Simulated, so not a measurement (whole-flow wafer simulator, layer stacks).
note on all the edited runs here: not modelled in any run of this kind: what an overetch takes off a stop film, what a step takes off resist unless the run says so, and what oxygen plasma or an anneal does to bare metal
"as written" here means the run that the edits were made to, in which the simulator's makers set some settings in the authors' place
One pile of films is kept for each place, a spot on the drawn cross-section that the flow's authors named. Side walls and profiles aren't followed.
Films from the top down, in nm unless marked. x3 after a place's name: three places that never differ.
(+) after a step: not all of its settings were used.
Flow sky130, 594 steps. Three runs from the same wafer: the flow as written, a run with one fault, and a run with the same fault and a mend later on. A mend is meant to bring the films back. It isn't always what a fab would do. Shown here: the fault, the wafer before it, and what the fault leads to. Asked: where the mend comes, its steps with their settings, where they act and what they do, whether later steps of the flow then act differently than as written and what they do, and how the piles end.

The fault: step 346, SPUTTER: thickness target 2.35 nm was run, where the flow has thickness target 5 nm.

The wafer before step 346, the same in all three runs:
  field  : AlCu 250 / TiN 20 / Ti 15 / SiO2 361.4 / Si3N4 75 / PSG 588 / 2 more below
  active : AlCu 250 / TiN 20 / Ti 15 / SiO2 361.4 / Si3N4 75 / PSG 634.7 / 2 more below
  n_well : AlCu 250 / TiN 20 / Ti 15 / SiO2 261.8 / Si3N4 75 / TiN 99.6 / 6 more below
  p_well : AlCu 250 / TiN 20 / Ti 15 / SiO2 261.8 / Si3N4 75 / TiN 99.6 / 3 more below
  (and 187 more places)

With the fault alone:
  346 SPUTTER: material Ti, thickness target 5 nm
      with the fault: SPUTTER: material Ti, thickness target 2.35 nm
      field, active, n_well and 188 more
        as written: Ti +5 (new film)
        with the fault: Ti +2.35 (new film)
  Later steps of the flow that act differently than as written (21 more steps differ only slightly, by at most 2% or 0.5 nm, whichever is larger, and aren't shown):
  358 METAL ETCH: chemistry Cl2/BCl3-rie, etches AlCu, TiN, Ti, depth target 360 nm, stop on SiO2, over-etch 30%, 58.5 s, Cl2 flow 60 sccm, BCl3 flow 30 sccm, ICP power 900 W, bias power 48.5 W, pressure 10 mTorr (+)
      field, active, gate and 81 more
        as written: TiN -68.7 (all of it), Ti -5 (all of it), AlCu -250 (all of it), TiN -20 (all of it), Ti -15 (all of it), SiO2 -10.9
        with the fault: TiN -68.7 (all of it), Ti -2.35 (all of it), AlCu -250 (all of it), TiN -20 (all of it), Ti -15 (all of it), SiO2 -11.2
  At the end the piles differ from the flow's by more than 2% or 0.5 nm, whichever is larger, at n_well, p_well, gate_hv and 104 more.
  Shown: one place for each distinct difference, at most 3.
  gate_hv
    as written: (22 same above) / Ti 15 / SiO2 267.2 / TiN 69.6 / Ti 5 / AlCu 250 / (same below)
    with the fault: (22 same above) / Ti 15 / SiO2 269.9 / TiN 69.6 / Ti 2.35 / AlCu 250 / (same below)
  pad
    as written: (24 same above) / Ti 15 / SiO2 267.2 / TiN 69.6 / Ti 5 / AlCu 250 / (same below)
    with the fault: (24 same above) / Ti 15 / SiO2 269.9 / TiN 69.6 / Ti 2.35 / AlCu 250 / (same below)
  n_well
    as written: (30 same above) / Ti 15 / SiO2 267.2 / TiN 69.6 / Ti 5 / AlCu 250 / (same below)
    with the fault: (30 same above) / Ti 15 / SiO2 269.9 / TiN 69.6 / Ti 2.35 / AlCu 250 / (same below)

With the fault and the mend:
  The mend comes after step 346.
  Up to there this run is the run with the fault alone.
  346a SPUTTER: material Ti, thickness target 2.65 nm (the flow's step 346 once more, with other settings)
      field, active, n_well and 188 more
        Ti +2.65
  No later step of the flow acts differently than as written at any place that is followed.
  At the end the piles are the same as the flow's at every place that both follow.
